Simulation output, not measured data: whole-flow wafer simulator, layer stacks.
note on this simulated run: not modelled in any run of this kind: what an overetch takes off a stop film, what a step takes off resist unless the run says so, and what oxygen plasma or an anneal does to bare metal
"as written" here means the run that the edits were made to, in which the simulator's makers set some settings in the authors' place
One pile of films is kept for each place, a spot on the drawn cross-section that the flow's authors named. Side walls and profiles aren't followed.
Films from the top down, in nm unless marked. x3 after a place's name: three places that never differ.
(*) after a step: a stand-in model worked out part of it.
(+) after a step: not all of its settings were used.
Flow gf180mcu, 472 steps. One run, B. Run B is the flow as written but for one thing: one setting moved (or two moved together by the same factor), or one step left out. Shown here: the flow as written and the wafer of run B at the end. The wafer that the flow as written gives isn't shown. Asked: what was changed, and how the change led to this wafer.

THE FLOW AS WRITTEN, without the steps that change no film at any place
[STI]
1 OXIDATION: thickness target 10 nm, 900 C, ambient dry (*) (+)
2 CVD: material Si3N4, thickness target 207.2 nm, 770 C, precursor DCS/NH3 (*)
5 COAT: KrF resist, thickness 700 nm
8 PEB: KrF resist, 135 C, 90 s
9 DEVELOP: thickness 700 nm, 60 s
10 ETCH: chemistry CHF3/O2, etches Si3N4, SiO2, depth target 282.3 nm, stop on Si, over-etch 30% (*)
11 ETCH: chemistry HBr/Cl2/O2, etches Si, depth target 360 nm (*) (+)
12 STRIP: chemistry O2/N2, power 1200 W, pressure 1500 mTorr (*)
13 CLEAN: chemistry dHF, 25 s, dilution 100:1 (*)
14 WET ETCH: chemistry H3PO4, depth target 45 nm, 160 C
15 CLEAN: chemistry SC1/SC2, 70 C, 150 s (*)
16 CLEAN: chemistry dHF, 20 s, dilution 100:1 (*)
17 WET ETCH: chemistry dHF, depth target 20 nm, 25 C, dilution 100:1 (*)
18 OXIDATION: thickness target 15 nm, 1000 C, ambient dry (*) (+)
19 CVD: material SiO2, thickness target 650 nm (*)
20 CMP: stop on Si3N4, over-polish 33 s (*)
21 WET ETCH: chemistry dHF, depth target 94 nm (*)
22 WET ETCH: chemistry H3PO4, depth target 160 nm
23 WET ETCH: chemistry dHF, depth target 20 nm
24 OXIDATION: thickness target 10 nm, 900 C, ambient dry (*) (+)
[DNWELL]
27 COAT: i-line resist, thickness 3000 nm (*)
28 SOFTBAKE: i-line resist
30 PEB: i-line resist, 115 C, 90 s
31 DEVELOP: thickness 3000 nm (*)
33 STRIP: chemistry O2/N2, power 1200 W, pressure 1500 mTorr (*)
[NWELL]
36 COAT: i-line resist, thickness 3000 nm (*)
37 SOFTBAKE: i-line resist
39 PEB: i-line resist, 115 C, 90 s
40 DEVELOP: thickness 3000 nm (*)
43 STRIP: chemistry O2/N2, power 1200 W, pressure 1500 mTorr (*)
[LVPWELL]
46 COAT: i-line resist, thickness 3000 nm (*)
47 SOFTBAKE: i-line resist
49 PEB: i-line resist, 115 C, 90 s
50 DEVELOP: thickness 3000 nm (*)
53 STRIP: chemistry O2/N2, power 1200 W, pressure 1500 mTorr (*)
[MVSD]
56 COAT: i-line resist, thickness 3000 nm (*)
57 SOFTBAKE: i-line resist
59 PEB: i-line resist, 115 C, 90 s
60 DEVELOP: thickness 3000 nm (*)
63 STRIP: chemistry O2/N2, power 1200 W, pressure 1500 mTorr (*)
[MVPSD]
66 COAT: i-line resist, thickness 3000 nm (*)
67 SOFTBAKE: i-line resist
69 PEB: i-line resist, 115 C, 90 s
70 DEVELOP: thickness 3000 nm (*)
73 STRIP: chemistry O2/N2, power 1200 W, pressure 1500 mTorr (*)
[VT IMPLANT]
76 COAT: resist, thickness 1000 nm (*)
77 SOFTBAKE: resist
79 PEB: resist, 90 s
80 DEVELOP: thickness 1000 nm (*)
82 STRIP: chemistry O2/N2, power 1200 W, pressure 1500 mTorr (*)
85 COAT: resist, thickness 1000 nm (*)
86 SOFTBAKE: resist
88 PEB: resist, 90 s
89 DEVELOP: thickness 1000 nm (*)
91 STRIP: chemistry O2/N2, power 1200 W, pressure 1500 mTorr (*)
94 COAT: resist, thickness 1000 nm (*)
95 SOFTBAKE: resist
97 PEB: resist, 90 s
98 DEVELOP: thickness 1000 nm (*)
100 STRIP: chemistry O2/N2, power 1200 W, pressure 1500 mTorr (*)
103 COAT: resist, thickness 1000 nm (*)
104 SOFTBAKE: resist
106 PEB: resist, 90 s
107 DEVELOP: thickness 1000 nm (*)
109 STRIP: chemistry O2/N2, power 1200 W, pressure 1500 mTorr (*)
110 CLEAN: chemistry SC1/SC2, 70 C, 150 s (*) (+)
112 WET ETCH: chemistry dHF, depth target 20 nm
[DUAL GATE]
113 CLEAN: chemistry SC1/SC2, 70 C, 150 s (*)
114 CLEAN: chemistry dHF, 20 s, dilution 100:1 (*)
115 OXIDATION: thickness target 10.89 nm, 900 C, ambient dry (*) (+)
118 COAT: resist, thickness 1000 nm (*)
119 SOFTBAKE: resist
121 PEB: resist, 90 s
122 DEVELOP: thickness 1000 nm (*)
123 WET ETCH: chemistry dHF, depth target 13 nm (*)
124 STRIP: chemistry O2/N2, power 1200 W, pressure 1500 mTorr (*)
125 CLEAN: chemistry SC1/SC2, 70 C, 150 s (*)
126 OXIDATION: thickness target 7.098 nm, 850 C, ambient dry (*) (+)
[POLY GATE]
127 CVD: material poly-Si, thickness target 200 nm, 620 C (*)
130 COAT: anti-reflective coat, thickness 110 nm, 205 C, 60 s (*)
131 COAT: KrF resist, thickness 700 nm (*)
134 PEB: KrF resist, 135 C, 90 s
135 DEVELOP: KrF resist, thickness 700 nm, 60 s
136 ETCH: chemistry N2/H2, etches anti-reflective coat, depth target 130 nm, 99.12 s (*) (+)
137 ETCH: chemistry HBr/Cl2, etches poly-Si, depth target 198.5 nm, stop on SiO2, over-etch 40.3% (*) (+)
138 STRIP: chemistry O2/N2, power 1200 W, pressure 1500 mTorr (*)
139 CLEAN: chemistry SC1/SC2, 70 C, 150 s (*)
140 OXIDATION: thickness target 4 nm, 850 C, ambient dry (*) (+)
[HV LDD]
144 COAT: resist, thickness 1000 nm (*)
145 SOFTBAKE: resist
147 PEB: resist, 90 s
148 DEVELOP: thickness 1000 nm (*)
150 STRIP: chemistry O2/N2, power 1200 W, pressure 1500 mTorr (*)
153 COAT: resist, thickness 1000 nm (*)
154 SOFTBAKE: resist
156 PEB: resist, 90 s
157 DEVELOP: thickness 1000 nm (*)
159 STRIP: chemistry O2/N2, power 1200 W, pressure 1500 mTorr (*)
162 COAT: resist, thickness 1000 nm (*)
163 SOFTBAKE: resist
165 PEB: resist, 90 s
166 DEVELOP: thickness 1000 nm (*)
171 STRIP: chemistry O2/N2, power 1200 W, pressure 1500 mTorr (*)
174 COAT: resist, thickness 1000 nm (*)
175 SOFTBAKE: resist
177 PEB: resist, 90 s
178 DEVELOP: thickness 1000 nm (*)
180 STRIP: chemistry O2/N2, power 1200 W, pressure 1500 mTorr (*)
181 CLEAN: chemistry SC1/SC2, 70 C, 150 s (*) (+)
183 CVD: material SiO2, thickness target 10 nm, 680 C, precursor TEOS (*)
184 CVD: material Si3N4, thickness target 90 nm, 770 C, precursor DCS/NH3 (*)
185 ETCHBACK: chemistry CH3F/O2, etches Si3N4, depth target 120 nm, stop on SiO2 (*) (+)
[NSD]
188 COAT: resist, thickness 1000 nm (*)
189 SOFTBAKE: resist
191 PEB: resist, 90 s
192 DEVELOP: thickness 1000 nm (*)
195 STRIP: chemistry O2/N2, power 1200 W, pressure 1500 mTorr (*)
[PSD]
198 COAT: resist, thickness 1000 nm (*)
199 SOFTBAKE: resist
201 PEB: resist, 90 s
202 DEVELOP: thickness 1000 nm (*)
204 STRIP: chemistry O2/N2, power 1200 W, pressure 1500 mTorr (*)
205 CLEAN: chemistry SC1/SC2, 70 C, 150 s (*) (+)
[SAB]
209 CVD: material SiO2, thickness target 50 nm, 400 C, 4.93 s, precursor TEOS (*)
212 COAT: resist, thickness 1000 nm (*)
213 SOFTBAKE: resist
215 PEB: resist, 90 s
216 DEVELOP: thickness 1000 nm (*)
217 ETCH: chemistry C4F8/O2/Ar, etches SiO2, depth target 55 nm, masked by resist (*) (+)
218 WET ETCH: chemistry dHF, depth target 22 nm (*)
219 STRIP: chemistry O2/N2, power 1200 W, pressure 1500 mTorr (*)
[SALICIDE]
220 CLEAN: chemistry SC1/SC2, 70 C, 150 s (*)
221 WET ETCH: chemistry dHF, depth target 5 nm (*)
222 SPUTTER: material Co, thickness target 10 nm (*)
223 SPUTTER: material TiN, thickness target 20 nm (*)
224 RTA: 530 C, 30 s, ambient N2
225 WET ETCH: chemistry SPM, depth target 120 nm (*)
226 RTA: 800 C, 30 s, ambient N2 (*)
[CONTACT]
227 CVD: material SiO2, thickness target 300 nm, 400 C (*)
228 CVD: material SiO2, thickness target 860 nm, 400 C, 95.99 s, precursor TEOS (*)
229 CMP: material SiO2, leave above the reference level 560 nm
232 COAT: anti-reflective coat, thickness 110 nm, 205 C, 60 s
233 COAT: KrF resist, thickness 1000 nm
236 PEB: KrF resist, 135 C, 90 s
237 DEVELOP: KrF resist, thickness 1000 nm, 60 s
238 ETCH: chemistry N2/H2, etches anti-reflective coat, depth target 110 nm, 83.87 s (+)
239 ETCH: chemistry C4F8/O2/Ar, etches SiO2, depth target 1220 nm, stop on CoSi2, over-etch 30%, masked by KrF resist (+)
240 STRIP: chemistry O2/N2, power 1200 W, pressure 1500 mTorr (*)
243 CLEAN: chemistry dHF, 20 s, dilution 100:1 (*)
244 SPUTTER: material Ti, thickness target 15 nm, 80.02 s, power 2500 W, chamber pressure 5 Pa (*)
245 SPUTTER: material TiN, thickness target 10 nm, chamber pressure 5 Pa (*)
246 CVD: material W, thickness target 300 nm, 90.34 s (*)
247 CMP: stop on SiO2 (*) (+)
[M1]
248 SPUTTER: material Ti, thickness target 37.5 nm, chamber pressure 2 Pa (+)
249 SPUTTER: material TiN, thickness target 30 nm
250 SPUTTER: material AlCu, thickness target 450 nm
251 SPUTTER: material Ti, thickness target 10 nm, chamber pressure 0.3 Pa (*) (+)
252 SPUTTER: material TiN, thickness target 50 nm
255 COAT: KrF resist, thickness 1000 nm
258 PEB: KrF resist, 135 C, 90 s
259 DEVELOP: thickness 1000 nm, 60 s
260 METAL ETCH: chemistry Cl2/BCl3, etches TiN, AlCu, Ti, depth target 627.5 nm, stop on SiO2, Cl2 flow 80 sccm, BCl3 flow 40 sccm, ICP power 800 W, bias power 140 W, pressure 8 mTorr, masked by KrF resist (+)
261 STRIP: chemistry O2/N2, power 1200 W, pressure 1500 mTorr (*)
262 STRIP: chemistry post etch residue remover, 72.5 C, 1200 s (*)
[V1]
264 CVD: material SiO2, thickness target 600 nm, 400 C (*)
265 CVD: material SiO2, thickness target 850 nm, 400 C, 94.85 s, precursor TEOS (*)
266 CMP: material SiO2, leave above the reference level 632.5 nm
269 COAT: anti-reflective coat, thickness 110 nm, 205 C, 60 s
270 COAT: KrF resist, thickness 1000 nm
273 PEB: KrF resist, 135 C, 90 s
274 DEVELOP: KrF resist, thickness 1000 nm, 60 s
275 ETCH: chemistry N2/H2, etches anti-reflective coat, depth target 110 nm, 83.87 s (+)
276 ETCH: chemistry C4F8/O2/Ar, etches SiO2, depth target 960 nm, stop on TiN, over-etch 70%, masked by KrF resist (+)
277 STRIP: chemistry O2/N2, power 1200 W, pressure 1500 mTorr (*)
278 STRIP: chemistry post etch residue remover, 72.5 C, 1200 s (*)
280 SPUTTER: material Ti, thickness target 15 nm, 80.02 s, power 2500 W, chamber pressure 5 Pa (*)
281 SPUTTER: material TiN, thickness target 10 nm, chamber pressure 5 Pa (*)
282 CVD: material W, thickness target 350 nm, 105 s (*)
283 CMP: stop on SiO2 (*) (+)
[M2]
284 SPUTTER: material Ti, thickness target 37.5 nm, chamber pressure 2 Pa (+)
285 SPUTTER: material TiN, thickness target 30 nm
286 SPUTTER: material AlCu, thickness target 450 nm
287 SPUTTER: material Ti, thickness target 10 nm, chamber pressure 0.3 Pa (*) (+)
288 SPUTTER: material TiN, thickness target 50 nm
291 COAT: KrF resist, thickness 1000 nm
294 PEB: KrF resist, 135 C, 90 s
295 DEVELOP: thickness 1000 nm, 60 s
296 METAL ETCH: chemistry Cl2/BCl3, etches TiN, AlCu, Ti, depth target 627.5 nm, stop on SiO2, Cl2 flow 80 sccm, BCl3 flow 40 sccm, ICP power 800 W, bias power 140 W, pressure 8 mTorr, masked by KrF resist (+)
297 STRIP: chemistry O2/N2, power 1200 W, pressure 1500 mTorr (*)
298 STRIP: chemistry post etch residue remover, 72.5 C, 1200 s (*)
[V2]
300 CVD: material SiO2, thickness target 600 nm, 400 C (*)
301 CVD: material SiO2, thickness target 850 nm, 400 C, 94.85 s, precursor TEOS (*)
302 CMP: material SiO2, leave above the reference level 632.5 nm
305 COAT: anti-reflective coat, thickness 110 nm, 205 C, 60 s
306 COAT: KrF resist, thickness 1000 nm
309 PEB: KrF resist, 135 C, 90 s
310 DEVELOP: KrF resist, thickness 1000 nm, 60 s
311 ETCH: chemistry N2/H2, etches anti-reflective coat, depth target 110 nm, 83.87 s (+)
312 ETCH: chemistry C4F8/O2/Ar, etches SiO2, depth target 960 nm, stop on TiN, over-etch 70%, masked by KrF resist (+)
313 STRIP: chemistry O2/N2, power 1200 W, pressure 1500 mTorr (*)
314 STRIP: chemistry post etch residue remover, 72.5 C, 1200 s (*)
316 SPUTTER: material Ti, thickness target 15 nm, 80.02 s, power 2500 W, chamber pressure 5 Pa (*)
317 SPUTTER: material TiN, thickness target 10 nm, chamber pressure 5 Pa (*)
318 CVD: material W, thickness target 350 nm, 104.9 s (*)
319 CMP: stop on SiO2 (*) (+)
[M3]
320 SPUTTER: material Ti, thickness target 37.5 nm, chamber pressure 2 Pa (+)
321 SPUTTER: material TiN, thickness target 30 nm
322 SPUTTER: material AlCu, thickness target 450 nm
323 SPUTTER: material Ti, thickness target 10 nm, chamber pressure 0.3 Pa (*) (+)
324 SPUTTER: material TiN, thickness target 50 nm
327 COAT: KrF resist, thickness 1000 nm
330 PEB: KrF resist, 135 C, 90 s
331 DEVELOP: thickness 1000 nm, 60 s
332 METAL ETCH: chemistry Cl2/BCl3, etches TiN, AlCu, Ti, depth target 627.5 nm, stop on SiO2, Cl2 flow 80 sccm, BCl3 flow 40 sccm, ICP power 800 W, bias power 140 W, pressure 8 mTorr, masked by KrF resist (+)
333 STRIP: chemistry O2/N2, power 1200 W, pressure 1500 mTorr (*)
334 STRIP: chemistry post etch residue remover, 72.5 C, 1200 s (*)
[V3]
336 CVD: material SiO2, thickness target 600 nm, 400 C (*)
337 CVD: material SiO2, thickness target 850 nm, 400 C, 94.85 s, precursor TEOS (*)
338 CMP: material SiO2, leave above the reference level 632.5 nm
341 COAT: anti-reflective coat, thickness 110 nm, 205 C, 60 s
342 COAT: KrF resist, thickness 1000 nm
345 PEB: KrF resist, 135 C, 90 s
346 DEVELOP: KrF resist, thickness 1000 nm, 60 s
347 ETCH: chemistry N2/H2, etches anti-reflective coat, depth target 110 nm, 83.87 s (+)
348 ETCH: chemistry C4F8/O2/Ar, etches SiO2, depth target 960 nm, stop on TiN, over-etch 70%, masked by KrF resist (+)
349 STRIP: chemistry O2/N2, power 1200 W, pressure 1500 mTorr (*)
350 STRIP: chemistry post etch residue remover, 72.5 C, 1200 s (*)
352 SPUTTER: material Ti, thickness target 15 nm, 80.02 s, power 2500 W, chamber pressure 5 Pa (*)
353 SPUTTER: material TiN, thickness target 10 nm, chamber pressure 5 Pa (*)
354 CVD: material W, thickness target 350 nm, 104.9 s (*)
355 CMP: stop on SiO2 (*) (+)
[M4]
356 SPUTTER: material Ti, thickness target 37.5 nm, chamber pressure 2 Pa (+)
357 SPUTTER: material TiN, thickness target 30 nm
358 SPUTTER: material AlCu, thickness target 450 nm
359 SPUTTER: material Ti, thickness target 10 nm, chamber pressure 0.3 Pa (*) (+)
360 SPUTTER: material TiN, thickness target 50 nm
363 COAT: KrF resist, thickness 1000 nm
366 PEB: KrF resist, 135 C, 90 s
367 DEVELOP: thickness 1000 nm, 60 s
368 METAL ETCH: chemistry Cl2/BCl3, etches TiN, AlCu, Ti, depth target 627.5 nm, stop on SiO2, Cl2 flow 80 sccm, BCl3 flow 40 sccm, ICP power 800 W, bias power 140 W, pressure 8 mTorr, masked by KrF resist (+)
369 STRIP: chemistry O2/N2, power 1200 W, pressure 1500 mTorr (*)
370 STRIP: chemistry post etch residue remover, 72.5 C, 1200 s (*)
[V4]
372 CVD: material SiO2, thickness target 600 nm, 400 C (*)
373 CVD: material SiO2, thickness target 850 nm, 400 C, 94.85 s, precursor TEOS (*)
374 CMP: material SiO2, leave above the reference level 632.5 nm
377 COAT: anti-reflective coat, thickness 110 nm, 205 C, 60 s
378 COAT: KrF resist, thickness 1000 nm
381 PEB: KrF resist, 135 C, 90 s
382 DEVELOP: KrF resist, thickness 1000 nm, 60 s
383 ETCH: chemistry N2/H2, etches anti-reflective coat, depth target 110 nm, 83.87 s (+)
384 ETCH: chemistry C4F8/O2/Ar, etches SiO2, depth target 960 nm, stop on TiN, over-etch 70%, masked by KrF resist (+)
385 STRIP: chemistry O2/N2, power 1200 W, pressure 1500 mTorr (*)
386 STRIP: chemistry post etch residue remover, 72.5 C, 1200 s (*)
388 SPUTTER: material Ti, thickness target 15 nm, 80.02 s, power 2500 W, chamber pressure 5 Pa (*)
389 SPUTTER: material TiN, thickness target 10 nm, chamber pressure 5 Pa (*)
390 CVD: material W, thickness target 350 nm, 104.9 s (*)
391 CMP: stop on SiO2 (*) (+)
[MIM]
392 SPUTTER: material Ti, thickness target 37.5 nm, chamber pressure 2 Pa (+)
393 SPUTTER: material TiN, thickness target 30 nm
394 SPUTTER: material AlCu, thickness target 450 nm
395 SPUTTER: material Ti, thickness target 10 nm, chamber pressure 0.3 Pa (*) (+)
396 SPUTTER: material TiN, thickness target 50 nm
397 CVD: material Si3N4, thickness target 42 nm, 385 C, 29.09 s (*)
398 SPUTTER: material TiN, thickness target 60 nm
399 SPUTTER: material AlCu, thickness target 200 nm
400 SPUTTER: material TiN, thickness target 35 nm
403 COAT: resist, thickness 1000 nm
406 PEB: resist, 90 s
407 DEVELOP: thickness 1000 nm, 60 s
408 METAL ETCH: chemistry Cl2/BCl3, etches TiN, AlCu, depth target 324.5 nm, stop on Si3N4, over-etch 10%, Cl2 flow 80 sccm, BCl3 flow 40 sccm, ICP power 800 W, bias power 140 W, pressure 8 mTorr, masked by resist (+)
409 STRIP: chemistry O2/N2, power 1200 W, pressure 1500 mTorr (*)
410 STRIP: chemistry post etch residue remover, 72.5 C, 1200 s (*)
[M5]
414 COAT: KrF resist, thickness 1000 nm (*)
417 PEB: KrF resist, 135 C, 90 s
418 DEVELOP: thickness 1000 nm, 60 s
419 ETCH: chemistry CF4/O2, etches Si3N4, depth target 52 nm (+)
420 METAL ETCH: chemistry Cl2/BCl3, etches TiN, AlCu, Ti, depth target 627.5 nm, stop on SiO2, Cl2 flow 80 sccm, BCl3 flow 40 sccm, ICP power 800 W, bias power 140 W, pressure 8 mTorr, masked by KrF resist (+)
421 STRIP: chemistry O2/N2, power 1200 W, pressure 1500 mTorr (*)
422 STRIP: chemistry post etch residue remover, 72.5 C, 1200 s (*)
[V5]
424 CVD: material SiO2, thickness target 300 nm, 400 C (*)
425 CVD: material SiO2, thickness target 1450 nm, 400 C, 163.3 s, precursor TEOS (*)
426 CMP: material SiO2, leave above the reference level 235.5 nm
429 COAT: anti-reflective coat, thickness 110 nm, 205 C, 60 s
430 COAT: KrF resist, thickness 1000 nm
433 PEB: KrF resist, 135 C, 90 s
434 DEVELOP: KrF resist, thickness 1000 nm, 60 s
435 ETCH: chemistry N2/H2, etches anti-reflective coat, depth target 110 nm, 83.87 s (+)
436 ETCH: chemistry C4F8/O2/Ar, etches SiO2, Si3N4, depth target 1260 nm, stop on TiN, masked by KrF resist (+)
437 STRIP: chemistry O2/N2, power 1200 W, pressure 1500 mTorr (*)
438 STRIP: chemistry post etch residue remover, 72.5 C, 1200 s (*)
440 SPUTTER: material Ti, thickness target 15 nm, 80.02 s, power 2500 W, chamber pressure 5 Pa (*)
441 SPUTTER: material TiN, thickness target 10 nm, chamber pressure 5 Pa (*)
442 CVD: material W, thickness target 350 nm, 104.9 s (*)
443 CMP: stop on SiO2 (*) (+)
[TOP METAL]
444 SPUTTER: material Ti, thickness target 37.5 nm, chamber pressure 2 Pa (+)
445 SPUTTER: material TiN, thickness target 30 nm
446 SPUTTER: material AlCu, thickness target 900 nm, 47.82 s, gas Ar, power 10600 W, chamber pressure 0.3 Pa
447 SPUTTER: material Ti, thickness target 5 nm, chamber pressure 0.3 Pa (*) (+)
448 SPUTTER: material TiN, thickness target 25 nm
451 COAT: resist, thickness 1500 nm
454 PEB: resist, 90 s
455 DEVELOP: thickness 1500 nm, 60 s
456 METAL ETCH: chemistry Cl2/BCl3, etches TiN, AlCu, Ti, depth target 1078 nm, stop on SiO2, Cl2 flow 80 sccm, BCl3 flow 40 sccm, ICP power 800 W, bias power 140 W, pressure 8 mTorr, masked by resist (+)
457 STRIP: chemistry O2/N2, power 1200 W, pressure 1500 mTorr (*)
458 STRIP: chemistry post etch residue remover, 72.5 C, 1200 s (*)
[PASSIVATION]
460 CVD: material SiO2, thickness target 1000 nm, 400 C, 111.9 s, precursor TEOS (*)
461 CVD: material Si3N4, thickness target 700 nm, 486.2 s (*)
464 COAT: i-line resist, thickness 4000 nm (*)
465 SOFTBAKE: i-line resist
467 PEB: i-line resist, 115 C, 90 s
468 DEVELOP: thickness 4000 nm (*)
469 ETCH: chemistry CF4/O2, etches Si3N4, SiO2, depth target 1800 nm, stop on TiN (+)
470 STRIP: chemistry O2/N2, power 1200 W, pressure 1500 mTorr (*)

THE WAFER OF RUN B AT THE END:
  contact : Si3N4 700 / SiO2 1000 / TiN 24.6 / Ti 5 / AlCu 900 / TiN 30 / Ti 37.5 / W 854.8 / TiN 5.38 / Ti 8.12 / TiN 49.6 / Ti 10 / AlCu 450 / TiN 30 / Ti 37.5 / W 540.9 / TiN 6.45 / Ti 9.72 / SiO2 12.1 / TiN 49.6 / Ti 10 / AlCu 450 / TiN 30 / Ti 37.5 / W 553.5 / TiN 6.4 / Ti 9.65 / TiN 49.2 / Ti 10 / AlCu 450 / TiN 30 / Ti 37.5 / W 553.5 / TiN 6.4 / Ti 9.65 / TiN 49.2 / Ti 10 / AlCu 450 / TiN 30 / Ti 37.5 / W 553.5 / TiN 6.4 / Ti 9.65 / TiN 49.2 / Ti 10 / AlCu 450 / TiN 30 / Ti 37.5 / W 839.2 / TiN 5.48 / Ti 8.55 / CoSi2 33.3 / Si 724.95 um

The cause: step 384, ETCH: depth target 560 nm was run, where the flow has depth target 960 nm.

How the change led to this, step by step:
  384 ETCH: chemistry C4F8/O2/Ar, etches SiO2, depth target 960 nm, stop on TiN, over-etch 70%, masked by KrF resist (+)
      contact: SiO2 -560 (as written it would be: SiO2 -572.1 (all of it))
      field, field__w1, field__w2 and 107 more: KrF resist -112 (as written it would be: KrF resist -192)
  385 STRIP: chemistry O2/N2, power 1200 W, pressure 1500 mTorr (*)
      field, field__w1, field__w2 and 107 more: KrF resist -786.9 (all of it), anti-reflective coat -110 (all of it) (as written it would be: KrF resist -706.9 (all of it), anti-reflective coat -110 (all of it))
Counting metal films that touch as one body, contact has 2 bodies (between them, from the top down: SiO2 12.1); the flow as written gives 1 body.
